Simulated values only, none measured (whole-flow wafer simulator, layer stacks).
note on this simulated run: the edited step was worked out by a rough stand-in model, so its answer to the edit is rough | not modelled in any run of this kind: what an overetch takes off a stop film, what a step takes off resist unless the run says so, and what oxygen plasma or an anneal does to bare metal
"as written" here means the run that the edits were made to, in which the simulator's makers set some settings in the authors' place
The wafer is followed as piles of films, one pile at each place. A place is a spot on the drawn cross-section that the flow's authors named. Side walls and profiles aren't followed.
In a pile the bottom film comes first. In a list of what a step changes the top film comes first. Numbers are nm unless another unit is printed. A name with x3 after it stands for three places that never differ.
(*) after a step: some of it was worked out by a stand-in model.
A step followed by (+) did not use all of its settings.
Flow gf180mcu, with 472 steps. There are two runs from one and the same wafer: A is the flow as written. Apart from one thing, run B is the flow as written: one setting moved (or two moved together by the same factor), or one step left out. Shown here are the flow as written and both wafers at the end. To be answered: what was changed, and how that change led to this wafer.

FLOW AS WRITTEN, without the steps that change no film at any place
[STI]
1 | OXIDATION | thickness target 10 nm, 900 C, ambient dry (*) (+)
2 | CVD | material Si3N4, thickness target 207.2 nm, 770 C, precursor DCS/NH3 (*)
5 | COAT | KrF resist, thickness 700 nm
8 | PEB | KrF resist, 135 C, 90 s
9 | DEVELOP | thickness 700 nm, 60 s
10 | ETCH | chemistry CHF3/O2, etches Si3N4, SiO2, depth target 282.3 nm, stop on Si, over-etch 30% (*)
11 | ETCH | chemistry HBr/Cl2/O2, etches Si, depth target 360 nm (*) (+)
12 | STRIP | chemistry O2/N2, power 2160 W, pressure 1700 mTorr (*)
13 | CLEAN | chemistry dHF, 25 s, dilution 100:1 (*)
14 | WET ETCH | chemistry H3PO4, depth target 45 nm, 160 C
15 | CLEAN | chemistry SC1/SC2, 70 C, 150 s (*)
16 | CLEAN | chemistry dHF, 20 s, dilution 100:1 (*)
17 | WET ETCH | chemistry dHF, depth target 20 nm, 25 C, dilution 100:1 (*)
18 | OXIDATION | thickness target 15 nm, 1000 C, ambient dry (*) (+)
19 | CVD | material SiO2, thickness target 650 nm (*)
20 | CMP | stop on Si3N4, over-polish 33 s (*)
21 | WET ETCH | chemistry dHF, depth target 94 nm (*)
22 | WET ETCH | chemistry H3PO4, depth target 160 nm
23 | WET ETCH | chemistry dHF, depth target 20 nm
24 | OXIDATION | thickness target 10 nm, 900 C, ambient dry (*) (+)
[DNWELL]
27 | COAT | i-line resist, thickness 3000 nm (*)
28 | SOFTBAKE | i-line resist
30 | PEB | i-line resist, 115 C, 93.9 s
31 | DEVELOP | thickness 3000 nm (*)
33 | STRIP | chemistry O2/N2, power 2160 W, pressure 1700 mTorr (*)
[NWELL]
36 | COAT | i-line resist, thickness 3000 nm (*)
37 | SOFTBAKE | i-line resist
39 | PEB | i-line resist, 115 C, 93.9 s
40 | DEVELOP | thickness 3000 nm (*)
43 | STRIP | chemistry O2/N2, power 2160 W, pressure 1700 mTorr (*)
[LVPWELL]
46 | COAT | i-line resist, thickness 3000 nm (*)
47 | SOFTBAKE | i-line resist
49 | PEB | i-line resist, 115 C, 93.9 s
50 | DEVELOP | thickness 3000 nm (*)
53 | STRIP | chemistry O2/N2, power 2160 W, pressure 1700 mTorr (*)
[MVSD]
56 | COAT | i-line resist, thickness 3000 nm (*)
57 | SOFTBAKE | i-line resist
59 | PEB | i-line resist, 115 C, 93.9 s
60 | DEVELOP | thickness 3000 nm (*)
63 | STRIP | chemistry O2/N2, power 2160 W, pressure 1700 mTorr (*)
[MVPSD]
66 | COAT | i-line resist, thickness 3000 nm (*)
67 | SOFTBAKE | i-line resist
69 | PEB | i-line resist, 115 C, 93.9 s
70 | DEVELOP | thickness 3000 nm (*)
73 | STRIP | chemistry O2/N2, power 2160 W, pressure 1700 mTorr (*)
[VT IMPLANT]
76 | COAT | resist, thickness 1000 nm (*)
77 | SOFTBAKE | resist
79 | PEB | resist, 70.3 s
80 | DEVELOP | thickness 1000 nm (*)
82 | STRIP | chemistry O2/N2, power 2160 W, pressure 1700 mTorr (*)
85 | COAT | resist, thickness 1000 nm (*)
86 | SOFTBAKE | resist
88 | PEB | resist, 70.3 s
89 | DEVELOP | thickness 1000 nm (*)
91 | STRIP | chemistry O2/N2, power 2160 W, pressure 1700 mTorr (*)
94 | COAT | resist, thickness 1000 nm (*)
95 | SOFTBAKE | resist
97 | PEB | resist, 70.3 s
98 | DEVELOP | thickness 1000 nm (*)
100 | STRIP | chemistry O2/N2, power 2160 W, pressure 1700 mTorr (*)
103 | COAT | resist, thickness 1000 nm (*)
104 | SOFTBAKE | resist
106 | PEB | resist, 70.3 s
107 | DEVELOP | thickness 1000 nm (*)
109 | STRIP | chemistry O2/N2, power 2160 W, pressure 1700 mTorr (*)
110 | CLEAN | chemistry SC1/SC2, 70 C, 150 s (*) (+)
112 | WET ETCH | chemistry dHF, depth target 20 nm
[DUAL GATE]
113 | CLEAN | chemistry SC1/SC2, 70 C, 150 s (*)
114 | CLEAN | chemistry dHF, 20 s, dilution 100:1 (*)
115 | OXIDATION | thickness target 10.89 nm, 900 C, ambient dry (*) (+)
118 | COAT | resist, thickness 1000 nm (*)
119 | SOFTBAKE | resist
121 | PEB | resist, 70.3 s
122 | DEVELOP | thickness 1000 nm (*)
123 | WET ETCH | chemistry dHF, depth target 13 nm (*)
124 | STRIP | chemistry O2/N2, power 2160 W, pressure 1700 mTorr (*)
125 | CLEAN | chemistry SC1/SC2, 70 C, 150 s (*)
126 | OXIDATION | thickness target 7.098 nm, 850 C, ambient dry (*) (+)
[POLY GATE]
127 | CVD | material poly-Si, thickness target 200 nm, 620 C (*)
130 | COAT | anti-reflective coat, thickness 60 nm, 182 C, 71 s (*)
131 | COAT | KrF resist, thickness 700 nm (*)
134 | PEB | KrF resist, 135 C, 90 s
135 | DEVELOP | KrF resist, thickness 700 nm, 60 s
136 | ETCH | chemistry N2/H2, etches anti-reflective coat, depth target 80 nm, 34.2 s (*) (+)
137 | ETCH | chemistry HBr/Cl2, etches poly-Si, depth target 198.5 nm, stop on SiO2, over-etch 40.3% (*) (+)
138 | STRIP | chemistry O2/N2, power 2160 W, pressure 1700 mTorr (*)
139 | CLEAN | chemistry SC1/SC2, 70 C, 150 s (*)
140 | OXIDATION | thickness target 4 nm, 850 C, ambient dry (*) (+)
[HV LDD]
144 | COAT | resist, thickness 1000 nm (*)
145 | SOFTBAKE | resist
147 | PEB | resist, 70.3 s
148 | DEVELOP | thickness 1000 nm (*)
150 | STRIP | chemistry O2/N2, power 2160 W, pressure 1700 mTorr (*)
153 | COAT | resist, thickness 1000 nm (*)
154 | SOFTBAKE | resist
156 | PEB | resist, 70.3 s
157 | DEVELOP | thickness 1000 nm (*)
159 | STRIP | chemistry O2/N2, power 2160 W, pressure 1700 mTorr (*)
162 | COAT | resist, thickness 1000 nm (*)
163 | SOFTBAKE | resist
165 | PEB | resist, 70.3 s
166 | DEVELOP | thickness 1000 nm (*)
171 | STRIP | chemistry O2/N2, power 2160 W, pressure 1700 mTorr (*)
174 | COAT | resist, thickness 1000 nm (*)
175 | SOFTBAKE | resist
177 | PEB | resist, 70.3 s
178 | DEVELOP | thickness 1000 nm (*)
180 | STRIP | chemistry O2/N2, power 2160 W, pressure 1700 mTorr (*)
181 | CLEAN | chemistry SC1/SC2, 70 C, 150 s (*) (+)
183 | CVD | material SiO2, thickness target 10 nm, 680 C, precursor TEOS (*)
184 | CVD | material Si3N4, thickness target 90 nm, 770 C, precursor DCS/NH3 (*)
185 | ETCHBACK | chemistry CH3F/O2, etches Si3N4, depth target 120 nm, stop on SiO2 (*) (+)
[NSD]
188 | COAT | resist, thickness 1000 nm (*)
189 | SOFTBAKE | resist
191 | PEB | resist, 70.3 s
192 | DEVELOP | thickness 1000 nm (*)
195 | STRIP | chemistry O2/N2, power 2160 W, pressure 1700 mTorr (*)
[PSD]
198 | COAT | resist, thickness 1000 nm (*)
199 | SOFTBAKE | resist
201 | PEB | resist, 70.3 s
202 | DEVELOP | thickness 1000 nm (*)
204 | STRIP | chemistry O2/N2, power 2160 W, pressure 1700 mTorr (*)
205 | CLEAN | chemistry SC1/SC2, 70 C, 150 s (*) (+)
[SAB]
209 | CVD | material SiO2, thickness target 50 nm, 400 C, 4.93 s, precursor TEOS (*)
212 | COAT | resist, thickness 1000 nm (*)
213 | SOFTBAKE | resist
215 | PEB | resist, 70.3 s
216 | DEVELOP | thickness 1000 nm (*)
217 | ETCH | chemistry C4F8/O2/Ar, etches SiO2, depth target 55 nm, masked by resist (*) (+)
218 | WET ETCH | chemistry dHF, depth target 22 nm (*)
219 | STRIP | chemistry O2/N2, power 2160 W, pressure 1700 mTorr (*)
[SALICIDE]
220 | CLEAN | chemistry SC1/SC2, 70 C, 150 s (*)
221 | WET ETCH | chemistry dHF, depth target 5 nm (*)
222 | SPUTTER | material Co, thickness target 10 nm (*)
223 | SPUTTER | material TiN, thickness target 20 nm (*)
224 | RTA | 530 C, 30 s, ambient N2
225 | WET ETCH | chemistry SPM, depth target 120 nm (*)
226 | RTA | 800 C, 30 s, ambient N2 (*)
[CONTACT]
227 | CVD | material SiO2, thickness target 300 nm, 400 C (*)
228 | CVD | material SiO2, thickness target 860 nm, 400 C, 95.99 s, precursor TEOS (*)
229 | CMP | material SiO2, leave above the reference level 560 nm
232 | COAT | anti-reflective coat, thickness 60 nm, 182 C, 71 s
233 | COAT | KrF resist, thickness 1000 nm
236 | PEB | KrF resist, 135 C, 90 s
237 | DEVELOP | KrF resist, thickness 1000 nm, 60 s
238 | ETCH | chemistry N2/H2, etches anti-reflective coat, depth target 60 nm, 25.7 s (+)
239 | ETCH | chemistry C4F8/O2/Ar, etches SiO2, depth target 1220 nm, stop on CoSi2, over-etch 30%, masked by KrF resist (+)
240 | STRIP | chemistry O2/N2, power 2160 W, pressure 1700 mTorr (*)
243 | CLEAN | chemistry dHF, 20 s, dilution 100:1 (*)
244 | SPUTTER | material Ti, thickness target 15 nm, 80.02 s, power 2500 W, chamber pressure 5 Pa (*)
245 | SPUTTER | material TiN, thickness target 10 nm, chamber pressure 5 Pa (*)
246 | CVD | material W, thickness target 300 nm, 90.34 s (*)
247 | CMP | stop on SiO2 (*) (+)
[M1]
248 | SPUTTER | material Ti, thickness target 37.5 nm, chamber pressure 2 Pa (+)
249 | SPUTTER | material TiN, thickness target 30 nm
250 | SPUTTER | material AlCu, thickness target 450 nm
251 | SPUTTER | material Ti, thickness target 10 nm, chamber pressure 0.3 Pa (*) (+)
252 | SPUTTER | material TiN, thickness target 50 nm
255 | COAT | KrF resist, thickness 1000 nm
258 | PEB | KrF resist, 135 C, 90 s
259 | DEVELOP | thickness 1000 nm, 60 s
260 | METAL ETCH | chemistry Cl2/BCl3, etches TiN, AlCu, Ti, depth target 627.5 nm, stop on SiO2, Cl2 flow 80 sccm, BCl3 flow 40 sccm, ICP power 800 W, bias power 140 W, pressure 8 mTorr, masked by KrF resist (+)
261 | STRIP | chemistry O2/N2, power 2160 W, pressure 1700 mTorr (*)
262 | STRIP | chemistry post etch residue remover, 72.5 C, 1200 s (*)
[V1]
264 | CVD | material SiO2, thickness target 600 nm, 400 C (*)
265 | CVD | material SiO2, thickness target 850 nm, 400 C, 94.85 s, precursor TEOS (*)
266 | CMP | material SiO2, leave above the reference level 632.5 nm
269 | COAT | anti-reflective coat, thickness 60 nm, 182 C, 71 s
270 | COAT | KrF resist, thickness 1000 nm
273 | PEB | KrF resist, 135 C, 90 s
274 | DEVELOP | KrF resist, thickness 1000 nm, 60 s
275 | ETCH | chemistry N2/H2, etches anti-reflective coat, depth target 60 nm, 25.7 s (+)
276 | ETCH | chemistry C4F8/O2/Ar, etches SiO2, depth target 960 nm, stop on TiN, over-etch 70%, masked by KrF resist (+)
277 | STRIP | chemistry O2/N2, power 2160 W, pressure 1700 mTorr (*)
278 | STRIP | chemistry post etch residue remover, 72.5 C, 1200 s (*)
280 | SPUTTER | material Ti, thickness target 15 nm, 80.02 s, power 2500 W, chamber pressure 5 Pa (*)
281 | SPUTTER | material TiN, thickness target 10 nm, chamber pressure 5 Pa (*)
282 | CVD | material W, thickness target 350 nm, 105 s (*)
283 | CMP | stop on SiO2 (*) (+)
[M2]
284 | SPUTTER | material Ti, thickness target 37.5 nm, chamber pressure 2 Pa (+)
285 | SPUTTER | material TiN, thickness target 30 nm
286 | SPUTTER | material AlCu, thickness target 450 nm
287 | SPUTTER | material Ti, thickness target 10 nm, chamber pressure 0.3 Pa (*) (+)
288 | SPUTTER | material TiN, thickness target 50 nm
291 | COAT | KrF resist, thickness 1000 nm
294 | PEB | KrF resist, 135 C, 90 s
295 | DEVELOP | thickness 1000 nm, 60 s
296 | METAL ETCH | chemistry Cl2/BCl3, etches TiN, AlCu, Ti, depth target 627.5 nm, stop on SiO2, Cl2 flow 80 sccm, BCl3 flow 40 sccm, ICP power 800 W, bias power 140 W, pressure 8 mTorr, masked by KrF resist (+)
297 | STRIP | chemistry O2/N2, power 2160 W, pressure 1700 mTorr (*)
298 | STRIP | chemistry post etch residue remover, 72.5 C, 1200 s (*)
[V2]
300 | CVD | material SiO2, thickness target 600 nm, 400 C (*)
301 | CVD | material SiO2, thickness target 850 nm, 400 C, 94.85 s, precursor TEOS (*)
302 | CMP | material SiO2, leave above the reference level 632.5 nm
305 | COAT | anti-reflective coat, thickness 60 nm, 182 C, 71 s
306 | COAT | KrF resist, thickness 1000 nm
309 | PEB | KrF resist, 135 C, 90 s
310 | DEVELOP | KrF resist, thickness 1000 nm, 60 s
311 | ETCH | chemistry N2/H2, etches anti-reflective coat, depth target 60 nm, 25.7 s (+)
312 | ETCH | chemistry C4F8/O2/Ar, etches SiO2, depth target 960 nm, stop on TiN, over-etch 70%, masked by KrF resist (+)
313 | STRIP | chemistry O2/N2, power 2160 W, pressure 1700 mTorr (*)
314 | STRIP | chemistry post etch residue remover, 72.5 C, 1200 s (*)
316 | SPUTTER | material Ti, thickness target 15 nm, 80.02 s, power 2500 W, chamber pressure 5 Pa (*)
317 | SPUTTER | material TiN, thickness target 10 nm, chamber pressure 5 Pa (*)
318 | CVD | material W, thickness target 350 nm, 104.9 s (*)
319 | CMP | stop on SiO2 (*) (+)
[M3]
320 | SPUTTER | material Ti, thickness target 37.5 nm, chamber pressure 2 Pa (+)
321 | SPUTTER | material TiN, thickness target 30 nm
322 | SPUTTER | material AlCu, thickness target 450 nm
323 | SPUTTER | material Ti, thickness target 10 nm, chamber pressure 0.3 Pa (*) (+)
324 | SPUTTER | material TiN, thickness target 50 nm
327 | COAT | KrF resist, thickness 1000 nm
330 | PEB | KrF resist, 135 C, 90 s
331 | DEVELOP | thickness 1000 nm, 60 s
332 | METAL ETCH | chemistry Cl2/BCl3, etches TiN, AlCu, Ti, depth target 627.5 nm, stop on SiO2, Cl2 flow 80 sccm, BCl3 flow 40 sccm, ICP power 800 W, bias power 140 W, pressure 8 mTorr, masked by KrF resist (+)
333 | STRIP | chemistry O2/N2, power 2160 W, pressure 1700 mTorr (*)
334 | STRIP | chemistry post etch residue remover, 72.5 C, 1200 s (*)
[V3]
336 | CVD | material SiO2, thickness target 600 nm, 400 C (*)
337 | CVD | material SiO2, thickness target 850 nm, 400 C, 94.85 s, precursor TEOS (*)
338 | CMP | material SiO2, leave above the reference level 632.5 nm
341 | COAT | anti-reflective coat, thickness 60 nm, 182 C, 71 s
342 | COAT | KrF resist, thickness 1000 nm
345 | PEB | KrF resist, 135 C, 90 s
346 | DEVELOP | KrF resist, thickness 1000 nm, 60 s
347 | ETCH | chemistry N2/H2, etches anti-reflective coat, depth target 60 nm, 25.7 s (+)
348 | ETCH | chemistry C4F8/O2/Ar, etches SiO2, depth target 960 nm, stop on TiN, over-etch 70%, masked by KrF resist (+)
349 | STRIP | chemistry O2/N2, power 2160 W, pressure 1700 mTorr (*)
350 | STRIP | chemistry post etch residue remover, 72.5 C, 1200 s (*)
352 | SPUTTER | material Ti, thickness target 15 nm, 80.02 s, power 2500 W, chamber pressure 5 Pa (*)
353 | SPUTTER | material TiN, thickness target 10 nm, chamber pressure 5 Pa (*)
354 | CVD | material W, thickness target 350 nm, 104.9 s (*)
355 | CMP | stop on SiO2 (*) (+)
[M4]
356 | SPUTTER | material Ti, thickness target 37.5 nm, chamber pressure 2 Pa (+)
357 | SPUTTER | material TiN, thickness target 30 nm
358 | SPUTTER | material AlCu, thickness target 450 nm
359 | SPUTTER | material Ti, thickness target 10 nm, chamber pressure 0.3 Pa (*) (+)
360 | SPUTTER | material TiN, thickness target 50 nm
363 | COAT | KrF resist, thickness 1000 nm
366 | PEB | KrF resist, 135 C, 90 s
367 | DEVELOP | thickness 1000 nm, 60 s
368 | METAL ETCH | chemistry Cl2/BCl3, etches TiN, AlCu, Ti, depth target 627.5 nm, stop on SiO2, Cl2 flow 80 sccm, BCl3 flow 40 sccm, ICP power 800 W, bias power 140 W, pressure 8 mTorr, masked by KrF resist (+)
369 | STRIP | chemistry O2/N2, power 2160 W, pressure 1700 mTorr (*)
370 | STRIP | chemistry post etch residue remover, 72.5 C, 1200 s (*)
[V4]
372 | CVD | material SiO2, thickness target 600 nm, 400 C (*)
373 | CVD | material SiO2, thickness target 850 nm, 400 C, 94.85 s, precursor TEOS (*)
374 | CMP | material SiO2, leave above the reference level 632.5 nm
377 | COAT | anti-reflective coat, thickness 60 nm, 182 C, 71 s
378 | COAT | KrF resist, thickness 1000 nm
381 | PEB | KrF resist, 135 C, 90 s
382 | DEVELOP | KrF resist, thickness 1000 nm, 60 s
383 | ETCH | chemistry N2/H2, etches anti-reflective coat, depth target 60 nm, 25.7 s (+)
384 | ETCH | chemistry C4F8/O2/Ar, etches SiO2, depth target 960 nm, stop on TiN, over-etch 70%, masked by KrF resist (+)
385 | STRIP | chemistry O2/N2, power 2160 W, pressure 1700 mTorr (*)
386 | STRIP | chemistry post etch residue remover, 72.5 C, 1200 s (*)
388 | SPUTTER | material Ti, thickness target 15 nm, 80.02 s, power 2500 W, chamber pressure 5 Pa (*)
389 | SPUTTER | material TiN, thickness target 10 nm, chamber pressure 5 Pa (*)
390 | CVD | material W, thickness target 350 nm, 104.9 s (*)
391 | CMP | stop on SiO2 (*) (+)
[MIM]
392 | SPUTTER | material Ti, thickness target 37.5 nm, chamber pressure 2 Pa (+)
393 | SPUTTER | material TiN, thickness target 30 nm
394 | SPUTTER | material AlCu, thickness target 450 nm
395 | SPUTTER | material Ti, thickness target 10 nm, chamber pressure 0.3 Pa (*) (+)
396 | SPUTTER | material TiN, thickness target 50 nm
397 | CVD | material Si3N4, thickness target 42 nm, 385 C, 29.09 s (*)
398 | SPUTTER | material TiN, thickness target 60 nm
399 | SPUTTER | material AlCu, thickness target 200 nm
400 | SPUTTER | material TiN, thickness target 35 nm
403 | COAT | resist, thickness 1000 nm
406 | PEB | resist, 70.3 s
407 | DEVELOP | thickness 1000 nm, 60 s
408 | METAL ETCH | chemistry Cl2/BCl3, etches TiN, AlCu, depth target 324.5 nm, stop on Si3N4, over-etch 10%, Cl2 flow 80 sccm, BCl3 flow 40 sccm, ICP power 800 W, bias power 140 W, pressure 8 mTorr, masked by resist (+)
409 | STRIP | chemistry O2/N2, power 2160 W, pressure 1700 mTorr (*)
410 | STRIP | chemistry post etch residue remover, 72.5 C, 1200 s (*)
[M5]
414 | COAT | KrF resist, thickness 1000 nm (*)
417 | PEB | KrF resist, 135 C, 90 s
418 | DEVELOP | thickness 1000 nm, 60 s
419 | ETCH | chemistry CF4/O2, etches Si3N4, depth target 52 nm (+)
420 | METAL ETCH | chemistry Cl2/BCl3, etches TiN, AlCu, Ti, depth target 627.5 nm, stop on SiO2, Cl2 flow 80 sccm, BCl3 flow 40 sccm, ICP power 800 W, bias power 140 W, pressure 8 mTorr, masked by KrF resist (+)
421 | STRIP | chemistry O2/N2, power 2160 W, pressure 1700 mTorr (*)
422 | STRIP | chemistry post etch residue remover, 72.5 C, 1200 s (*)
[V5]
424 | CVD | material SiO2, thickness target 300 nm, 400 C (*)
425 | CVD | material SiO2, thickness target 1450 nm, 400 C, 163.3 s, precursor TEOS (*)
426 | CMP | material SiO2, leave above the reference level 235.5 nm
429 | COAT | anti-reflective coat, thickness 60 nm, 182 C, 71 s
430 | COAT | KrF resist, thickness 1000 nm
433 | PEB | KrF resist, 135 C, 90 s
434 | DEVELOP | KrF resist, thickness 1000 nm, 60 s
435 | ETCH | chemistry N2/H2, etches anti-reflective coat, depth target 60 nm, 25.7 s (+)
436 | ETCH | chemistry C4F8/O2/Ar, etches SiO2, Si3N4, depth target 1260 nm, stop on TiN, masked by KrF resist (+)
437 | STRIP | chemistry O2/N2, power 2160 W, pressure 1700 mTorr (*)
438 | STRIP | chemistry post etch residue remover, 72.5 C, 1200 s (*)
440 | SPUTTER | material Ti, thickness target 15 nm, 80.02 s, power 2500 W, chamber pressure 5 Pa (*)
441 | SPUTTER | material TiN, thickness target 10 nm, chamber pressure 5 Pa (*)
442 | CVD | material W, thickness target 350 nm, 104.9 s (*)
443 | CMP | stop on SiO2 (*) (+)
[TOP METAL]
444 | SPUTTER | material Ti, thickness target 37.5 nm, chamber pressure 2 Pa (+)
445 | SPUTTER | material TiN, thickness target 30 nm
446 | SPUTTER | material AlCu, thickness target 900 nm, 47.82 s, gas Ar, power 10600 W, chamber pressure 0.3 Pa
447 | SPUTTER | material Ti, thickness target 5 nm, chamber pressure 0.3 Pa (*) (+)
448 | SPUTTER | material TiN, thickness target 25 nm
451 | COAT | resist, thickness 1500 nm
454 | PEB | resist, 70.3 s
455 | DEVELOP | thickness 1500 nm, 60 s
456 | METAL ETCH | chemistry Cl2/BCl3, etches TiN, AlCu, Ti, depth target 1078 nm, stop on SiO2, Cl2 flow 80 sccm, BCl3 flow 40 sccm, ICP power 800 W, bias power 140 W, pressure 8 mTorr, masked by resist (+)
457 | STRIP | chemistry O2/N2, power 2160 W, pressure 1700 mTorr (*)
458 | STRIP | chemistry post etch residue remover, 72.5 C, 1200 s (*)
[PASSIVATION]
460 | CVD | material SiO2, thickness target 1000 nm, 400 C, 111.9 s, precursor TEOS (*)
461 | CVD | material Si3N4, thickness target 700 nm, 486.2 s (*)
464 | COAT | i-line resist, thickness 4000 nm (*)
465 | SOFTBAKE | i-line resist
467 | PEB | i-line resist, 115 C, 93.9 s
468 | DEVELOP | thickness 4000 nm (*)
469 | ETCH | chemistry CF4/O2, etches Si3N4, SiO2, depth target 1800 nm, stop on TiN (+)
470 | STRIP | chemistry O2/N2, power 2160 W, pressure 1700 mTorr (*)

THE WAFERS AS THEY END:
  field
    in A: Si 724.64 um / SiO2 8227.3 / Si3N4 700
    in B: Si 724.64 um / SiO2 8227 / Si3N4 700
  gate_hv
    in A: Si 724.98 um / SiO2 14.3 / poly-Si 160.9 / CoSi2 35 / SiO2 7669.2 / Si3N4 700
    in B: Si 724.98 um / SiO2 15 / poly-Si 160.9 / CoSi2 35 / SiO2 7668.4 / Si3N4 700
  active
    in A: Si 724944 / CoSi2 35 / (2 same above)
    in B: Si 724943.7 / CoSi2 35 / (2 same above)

What caused this: step 115, OXIDATION: thickness target 11.7 nm was run, though the flow has thickness target 10.89 nm.

How this came from the change, step by step:
  115 | OXIDATION | thickness target 10.89 nm, 900 C, ambient dry (*) (+)
      active, n_well, p_well and 40 more: A SiO2 gains 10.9 (new film), Si loses 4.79 | B SiO2 gains 11.7 (new film), Si loses 5.15
  123 | WET ETCH | chemistry dHF, depth target 13 nm (*)
      active, n_well, p_well and 12 more: A SiO2 loses 10.9 (all of it) | B SiO2 loses 11.7 (all of it)
  189 | SOFTBAKE | resist
      field__w9: A resist gains 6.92 | B resist loses 3.05
  199 | SOFTBAKE | resist
      field__w9: A resist gains 6.92 | B resist loses 3.05
  218 | WET ETCH | chemistry dHF, depth target 22 nm (*)
      ldn_tap, ldn_src, ldn_drn, ldp_tap, ldp_src, ldp_drn, ldp_gr: A SiO2 loses 16 (all of it) | B SiO2 loses 16.7 (all of it)
      ld_drn_n, ld_sd_p: A SiO2 loses 14.8 (all of it) | B SiO2 loses 15.5 (all of it)
      (also at 5 further places)
